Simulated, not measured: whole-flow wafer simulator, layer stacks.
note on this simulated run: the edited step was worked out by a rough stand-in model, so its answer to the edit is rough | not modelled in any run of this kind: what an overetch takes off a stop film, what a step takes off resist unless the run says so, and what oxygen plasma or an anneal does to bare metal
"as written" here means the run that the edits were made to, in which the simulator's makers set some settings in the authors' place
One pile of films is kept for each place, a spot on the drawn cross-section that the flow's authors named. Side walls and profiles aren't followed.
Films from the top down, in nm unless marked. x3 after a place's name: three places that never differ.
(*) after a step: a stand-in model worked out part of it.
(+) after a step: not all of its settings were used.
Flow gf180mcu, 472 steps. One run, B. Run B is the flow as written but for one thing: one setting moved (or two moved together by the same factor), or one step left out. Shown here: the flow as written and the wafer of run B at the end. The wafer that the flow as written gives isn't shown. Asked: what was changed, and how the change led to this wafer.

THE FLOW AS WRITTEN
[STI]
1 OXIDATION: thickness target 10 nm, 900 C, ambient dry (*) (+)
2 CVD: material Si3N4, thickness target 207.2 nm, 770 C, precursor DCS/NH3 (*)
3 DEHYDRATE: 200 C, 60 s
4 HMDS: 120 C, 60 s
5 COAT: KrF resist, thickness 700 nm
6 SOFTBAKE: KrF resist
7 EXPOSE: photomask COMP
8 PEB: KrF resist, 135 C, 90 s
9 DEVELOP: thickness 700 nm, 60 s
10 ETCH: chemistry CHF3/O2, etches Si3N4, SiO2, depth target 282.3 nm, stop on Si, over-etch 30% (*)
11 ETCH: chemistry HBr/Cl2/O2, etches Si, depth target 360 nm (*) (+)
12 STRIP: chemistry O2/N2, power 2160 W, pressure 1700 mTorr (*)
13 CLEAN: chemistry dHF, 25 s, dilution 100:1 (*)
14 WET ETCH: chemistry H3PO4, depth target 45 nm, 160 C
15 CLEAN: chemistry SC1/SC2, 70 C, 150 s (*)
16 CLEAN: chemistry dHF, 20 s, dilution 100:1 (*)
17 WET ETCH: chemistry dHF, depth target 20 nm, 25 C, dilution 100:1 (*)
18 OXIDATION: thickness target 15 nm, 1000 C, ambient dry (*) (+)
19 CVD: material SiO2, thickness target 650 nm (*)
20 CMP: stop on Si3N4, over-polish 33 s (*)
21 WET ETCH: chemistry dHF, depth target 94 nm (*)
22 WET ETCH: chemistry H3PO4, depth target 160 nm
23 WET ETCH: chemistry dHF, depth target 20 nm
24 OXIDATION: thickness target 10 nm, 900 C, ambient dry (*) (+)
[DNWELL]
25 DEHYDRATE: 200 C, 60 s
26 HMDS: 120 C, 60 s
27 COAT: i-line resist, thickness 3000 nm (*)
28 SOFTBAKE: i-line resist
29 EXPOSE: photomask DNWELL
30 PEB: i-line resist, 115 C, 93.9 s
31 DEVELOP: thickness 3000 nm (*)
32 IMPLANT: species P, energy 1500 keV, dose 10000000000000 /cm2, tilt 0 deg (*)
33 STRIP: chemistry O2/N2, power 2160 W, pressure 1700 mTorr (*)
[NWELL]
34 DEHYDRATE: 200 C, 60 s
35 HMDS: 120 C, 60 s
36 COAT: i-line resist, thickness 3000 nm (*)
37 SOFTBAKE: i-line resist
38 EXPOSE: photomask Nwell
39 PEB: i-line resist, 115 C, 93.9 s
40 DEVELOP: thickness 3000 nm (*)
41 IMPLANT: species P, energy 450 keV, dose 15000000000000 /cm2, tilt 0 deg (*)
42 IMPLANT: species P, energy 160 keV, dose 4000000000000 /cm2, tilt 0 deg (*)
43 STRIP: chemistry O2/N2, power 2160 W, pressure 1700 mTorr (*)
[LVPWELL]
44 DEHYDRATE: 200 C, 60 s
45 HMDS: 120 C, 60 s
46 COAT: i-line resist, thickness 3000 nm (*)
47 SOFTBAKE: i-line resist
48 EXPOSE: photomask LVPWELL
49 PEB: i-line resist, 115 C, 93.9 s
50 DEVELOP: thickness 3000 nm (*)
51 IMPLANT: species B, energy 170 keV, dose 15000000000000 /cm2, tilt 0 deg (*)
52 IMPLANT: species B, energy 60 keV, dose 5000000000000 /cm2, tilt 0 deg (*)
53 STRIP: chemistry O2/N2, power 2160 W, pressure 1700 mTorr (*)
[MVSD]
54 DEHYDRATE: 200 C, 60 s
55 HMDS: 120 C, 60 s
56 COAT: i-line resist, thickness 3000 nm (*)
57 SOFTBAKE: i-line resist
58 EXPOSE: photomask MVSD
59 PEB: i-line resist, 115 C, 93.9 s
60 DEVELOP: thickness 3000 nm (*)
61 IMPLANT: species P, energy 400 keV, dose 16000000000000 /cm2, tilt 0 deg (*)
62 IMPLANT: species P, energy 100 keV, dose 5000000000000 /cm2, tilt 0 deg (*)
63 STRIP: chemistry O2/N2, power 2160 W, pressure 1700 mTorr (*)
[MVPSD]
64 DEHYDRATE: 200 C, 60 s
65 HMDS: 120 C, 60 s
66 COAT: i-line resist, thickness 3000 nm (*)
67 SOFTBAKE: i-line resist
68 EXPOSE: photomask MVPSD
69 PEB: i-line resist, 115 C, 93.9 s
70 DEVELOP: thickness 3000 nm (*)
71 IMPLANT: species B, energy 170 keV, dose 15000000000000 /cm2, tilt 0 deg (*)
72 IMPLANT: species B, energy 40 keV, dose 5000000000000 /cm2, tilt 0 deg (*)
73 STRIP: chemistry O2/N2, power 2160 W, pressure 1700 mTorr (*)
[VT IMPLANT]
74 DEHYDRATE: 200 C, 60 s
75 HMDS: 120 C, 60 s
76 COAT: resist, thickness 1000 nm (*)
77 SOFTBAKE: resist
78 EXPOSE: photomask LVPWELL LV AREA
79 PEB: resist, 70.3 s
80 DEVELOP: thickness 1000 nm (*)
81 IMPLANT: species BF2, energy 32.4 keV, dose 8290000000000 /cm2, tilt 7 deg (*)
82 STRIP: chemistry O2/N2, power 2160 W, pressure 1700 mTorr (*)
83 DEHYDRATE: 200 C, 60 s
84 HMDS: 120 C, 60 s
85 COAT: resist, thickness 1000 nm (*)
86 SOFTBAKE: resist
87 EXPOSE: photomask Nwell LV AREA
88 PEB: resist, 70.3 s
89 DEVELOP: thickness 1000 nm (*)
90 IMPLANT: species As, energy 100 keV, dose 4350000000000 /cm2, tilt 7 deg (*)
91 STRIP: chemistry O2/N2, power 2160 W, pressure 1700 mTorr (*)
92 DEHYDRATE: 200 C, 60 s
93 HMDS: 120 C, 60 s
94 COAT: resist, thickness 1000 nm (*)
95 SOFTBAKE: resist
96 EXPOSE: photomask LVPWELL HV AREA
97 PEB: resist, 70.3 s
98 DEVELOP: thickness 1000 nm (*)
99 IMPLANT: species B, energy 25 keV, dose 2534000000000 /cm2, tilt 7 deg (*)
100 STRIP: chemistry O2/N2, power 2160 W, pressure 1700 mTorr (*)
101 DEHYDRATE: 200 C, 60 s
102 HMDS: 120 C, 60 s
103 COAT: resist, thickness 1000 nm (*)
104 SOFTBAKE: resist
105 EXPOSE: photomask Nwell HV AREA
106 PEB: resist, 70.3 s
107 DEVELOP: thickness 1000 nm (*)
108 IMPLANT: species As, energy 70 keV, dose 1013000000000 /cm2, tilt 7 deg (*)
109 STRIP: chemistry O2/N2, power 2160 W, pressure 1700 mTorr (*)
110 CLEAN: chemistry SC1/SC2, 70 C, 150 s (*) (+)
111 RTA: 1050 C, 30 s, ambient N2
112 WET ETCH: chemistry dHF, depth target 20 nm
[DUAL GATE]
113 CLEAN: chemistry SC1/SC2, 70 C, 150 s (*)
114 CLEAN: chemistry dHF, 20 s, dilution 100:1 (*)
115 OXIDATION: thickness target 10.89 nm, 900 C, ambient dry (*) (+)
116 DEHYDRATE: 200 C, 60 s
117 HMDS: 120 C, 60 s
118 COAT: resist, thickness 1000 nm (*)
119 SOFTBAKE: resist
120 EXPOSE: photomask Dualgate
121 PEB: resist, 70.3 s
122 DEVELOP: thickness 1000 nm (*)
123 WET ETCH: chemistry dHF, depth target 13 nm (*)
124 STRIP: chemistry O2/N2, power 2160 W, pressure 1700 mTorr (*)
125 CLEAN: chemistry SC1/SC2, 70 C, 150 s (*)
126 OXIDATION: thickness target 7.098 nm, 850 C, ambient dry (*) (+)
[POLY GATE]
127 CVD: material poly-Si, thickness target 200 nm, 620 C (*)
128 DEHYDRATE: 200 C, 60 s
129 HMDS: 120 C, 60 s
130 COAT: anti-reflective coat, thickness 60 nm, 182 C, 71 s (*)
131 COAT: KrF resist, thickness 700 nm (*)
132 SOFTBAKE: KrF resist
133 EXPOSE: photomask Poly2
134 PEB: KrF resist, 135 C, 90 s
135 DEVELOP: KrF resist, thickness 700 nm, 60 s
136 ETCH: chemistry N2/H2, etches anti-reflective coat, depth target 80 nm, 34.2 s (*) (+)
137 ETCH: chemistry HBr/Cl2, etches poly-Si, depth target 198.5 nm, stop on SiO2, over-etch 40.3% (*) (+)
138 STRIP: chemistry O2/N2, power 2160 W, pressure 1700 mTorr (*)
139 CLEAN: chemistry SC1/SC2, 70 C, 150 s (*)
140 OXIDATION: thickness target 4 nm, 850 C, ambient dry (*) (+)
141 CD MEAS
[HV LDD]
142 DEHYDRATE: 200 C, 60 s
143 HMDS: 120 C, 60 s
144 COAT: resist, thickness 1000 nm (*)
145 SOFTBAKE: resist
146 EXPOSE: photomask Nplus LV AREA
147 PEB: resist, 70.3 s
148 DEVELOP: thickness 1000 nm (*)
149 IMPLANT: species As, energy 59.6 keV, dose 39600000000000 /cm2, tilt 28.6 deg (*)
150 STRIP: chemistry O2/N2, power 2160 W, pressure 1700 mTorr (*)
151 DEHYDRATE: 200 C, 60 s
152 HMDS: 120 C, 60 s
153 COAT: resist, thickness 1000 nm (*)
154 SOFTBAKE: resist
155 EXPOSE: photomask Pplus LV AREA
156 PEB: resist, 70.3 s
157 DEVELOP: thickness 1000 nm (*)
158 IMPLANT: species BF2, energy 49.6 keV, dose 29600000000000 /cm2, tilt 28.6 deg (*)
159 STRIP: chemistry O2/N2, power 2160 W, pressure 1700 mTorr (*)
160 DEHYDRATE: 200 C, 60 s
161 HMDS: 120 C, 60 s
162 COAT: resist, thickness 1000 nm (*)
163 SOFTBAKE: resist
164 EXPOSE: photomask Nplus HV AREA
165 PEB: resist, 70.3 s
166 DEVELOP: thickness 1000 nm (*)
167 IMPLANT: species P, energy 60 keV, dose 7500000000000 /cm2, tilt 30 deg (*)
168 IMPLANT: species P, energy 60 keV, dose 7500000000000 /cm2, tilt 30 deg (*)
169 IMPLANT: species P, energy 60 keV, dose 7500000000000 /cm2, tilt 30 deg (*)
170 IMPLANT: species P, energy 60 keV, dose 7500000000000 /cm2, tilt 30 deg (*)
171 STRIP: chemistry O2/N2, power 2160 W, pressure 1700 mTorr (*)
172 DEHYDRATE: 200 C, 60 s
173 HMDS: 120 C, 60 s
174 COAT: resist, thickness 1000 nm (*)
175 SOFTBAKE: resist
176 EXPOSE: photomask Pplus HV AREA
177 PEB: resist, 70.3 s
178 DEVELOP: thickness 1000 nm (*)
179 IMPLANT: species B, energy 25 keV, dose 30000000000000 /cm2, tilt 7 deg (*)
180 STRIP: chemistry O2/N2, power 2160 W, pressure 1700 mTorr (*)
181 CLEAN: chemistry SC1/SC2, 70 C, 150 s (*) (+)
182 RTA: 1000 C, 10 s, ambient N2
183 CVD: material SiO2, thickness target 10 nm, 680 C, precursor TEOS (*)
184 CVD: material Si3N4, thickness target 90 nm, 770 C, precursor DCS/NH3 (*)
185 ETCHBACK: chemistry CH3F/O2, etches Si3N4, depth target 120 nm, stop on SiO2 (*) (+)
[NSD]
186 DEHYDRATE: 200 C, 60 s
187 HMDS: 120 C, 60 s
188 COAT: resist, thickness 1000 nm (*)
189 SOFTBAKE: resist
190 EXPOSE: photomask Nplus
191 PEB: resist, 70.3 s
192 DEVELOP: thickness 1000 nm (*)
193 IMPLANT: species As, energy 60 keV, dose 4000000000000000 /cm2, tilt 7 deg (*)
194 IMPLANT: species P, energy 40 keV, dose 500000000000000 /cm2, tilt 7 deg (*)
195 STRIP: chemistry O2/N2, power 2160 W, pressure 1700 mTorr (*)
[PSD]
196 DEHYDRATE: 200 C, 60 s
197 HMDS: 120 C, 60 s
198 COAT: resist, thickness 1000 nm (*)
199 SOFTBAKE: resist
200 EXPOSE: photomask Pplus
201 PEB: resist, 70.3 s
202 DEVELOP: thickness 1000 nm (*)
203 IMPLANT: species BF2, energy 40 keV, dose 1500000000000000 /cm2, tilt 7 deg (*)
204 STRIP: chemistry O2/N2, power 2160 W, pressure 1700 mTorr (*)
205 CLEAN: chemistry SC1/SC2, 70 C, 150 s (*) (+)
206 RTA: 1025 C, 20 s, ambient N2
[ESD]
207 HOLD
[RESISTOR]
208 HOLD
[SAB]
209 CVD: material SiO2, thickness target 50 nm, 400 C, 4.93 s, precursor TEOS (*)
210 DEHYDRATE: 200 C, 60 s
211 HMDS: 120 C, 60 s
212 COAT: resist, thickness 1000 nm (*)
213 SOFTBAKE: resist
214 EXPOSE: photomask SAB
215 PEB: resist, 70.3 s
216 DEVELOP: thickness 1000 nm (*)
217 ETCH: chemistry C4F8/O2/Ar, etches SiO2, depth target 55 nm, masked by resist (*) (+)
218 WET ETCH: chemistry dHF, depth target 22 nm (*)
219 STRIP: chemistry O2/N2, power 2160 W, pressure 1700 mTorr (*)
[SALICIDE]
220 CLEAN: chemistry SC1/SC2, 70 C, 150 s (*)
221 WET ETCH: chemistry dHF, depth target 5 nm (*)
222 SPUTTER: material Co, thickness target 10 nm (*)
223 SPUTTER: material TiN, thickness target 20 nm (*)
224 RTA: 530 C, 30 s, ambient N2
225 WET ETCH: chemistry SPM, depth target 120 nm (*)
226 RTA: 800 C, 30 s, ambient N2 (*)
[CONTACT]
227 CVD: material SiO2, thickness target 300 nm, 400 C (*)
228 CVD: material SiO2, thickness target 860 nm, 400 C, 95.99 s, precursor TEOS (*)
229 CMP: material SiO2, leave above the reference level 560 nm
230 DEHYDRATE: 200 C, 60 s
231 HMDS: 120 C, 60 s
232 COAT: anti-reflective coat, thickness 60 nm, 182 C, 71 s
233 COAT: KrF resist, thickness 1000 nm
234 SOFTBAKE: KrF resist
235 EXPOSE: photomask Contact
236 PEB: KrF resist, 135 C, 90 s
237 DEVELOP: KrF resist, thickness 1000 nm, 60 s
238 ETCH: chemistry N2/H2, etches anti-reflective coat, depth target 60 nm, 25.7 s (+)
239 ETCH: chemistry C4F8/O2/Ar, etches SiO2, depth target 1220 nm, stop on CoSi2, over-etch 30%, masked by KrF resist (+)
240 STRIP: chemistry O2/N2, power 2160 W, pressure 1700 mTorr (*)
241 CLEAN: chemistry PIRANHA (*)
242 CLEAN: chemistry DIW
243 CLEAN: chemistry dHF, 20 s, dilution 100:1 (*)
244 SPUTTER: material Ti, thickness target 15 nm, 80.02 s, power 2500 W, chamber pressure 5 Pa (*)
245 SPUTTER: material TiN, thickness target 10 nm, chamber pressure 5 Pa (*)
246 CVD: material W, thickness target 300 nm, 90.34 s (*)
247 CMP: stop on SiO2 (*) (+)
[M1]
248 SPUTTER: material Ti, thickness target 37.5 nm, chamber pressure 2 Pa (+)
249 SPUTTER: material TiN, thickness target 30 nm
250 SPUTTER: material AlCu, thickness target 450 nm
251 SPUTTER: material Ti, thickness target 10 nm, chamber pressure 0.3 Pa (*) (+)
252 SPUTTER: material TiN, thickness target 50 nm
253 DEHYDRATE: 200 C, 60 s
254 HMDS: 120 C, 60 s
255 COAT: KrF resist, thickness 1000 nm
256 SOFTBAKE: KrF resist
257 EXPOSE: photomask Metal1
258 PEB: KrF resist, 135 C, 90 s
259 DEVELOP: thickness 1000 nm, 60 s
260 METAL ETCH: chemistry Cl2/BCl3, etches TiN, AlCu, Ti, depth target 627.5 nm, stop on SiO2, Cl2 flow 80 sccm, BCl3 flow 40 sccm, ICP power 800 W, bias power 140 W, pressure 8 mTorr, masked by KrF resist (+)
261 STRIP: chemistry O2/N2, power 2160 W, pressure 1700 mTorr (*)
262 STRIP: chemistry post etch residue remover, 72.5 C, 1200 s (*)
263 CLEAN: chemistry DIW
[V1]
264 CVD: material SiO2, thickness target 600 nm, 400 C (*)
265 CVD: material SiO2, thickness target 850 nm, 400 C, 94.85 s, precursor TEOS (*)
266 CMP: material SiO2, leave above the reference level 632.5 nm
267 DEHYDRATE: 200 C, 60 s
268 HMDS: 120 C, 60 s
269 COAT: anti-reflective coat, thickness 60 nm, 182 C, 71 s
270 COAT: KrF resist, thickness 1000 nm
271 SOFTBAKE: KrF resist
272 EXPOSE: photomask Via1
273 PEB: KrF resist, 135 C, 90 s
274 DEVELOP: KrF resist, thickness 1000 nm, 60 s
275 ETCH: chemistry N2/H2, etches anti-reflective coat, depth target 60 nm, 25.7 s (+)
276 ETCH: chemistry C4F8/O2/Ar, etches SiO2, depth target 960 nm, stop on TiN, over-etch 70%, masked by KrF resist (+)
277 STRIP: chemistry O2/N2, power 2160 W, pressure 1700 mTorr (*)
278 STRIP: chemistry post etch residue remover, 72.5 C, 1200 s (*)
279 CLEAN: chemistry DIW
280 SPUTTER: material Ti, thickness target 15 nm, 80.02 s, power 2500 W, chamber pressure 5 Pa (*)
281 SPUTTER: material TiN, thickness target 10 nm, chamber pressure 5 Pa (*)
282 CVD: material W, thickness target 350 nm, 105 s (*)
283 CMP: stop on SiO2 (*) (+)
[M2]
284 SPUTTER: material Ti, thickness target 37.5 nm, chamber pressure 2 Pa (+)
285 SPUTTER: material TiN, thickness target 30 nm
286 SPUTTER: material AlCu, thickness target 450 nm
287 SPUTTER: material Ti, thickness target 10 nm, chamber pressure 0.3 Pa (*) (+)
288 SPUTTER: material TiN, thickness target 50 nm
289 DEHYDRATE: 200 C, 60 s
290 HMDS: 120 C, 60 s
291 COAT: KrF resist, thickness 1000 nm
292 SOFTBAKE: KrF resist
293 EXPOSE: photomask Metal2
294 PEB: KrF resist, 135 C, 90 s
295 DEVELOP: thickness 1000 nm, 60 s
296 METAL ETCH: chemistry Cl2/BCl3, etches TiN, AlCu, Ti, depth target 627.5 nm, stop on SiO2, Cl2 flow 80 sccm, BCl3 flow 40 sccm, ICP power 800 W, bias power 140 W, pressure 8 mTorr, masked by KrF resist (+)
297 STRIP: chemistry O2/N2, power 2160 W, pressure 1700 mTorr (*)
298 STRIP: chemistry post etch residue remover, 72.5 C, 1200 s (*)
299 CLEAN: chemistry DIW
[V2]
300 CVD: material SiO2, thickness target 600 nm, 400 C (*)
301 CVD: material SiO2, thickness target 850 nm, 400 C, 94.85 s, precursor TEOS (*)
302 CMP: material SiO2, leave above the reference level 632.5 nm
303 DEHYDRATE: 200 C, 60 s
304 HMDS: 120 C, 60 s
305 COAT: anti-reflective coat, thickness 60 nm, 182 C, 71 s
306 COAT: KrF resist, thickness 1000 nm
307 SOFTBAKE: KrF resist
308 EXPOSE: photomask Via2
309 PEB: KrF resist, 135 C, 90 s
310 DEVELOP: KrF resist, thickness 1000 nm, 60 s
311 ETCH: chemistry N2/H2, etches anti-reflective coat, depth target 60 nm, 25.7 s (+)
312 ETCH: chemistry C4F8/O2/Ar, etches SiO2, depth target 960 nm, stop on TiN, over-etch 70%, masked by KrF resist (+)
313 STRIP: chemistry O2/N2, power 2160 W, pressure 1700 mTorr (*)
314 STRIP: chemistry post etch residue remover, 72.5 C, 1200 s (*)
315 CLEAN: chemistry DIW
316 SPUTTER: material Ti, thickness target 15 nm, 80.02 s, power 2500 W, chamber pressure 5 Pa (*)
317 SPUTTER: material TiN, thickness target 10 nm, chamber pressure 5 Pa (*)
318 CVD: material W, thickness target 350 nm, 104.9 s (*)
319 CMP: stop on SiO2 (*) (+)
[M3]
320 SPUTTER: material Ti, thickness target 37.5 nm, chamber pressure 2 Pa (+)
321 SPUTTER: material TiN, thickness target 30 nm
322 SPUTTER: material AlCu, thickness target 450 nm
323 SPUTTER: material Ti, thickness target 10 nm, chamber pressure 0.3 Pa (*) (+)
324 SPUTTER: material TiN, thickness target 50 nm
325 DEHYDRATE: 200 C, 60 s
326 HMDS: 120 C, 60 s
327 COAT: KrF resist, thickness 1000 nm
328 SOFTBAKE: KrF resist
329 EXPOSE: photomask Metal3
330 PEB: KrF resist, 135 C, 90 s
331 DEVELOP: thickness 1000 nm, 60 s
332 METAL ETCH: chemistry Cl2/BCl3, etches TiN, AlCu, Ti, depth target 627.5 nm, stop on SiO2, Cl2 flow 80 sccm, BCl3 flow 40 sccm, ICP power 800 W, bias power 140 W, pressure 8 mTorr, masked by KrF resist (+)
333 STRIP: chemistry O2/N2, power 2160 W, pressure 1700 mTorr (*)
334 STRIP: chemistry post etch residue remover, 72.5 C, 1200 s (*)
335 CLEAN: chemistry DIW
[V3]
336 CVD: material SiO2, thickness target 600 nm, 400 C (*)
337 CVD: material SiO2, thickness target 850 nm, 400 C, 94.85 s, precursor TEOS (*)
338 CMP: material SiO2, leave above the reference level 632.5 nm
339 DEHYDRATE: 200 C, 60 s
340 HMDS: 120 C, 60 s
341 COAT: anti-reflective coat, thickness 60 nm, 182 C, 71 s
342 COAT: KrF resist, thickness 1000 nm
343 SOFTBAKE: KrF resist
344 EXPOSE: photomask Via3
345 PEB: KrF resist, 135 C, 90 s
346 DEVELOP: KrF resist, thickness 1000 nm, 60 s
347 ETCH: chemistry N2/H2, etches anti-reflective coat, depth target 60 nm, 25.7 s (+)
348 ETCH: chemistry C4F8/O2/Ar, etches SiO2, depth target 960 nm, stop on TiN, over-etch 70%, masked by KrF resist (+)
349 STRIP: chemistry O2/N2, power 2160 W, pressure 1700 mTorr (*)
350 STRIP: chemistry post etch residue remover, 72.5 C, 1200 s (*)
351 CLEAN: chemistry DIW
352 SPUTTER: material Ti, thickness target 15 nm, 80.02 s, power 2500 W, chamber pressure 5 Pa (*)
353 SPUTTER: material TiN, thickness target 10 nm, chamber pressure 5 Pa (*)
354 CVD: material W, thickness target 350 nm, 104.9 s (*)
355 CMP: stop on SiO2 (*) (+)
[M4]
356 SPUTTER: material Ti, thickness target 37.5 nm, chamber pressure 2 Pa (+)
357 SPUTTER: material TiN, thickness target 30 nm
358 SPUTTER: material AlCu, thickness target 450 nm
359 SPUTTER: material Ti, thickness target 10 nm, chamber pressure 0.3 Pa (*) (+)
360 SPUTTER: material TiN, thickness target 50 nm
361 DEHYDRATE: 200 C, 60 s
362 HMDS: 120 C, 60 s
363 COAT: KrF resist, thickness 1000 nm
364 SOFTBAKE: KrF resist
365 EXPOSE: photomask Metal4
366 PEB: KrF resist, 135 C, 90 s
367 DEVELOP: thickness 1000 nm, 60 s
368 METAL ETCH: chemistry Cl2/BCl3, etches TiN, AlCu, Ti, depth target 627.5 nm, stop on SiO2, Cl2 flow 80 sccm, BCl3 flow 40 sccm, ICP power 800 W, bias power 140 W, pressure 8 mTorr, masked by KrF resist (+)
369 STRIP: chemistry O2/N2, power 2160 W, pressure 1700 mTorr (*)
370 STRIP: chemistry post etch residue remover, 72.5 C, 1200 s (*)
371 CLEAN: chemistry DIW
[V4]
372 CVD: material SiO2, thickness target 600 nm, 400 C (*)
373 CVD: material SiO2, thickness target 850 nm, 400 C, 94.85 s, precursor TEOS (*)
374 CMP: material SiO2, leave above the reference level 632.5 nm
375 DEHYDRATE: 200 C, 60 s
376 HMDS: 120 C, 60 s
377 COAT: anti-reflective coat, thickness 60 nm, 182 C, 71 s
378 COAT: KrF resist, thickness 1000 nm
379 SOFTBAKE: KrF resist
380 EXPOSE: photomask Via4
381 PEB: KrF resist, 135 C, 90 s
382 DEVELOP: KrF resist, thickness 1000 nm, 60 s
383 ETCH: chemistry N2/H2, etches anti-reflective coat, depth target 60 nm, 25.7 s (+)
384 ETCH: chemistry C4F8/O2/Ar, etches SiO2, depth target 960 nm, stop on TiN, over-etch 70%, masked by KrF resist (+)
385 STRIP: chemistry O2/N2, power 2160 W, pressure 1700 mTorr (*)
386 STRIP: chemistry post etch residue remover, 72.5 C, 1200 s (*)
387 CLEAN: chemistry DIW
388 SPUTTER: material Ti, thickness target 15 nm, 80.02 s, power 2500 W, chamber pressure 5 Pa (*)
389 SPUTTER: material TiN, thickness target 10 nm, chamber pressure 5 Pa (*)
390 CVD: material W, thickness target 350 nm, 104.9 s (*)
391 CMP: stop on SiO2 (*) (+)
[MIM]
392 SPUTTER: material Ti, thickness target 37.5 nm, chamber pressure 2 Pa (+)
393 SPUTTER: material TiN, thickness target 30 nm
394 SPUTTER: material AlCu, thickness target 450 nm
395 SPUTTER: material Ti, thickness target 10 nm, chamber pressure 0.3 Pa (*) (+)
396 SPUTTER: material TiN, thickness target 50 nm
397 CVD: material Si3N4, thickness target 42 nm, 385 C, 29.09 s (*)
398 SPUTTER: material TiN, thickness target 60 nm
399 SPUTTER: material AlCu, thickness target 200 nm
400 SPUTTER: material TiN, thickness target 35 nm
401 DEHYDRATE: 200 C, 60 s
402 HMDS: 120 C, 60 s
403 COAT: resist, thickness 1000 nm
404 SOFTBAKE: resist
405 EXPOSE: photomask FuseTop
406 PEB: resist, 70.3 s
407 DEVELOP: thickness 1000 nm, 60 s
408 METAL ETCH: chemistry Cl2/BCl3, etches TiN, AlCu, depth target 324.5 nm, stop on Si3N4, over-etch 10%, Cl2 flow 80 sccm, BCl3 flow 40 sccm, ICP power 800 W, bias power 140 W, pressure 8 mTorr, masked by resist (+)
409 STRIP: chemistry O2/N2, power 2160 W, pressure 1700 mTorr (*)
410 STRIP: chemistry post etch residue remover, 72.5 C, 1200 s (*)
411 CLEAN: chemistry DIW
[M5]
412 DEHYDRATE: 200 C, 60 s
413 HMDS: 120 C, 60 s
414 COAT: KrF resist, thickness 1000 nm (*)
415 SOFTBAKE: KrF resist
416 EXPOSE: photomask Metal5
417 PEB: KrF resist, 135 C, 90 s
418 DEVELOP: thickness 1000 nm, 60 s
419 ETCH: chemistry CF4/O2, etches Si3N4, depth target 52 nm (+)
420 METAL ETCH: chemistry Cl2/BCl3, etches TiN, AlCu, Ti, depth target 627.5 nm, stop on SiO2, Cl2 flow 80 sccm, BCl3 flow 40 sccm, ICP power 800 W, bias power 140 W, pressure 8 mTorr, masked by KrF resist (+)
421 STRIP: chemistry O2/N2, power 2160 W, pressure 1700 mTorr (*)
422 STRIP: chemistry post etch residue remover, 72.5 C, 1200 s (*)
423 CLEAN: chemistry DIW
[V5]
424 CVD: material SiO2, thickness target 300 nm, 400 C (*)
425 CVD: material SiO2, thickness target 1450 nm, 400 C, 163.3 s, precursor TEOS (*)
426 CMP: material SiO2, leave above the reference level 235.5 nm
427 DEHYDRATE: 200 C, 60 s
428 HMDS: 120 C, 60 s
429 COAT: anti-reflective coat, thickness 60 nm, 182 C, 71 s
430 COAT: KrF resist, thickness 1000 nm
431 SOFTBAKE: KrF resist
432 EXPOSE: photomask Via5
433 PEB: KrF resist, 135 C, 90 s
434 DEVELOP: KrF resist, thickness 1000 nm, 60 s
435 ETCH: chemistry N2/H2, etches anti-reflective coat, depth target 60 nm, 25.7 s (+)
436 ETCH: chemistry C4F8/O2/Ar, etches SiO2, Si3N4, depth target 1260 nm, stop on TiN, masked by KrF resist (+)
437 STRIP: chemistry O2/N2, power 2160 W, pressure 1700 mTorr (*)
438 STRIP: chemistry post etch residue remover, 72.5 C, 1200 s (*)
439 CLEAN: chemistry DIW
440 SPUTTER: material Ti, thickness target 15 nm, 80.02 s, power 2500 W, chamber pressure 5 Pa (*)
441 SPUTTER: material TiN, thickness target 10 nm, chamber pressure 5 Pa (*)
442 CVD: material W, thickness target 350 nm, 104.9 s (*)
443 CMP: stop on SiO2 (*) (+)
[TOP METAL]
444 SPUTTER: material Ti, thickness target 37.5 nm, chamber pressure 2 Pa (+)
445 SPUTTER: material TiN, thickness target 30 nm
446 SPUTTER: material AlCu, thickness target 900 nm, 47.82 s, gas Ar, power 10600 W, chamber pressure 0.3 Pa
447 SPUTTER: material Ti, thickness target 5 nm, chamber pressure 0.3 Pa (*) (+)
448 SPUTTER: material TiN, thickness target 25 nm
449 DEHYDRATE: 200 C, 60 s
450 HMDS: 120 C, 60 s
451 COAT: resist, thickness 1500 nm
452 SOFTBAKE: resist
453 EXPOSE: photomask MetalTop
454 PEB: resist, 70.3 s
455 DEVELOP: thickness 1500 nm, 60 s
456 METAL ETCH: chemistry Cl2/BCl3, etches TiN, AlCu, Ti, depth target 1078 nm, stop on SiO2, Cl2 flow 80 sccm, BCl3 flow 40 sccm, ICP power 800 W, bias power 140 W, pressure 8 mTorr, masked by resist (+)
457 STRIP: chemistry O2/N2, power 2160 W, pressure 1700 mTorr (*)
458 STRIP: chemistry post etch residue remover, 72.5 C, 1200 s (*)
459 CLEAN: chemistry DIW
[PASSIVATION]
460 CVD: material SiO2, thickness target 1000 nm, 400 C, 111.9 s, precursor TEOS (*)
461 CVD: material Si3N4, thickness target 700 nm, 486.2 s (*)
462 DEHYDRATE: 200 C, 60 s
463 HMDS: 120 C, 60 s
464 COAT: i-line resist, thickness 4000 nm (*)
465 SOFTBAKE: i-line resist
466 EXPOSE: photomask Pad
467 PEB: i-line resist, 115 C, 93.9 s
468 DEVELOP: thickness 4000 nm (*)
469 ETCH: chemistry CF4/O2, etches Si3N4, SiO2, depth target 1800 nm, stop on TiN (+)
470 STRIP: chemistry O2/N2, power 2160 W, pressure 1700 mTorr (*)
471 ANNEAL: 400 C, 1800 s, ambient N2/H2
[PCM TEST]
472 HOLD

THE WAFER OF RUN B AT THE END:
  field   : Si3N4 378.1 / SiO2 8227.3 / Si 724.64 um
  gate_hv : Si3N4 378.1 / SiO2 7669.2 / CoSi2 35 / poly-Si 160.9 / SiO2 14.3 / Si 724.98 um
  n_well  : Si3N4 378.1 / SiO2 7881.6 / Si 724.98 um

The cause: step 461, CVD: thickness target 378 nm was run, where the flow has thickness target 700 nm; step 461, CVD: 262.5 s was run, where the flow has 486.2 s.

How the change led to this, step by step:
  461 CVD: material Si3N4, thickness target 700 nm, 486.2 s (*)
      field, field__w1, field__w2 and 109 more: Si3N4 +378.1 (new film) (as written it would be: Si3N4 +700 (new film))
  465 SOFTBAKE: i-line resist
      ld_acc_p, ld_fp_p, ld_drift_p: i-line resist +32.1 (as written it would be: i-line resist +33.8)
      field__w11, field__w13: i-line resist +35.9 (as written it would be: i-line resist +37.6)
      (and at 54 more places)
  469 ETCH: chemistry CF4/O2, etches Si3N4, SiO2, depth target 1800 nm, stop on TiN (+)
      pad: Si3N4 -378.1 (all of it), SiO2 -1000 (all of it) (as written it would be: Si3N4 -700 (all of it), SiO2 -1000 (all of it))
